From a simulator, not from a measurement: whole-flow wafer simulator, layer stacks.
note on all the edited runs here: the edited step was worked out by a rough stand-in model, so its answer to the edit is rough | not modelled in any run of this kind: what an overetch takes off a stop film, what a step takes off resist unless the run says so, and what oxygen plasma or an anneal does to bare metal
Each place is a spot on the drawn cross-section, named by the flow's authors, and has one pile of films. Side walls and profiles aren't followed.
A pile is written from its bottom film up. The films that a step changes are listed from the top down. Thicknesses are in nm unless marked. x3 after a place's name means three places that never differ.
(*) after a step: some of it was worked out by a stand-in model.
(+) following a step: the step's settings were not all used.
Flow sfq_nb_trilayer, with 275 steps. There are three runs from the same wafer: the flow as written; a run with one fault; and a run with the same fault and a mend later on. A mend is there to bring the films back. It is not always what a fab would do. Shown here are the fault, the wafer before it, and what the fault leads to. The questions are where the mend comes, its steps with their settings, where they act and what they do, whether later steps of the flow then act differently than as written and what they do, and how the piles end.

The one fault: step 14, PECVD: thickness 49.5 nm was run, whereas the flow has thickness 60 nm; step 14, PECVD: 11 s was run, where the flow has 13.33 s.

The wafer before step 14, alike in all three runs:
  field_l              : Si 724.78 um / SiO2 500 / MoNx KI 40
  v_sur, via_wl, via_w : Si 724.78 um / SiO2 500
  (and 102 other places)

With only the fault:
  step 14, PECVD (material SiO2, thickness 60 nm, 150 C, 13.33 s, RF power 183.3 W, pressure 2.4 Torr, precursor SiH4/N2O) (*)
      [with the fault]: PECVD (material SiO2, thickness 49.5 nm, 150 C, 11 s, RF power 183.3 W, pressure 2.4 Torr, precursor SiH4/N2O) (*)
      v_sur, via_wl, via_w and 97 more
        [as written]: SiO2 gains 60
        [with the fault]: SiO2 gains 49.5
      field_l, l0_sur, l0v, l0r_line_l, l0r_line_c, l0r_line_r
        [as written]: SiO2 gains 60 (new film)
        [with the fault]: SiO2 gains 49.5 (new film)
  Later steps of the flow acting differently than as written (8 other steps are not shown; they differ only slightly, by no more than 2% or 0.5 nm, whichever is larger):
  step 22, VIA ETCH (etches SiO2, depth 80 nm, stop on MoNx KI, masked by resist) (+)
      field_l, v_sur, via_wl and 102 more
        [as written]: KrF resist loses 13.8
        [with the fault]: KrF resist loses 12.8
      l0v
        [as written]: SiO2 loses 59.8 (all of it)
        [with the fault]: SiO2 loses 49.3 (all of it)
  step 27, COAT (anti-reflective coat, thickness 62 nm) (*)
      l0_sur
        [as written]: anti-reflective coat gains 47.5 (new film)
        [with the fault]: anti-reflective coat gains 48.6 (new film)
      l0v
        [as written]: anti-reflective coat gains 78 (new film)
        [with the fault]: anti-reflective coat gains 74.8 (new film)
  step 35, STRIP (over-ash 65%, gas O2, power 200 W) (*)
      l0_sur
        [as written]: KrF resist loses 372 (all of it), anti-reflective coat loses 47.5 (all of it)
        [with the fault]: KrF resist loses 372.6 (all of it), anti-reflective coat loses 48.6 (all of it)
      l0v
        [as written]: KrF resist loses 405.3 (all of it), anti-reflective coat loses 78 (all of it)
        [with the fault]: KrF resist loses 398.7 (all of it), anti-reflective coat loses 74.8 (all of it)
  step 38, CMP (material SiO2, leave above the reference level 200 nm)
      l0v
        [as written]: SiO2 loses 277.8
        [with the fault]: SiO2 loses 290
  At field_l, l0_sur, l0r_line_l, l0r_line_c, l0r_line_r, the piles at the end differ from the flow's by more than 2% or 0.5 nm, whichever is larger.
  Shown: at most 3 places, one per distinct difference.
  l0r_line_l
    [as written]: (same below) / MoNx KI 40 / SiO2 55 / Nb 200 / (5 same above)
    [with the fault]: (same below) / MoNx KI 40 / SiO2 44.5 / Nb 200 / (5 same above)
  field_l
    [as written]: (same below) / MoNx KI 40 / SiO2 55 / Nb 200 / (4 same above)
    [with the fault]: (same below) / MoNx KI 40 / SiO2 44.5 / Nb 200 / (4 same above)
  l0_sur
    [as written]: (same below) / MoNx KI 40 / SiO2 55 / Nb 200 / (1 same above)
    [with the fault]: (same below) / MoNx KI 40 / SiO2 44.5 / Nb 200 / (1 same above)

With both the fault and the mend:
  After step 14 comes the mend.
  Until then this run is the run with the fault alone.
  step 14a, PECVD (material SiO2, thickness 10.5 nm, 150 C, 2.333 s, RF power 183.3 W, pressure 2.4 Torr, precursor SiH4/N2O) (the flow's step 14, run once more with other settings)
      field_l, v_sur, via_wl and 103 more
        SiO2 gains 10.5
  None of the later steps of the flow differs from how it acts as written, at any place that is followed, by more than 2% or 0.5 nm, whichever is larger.
  At every place that both follow, the piles at the end match the flow's.
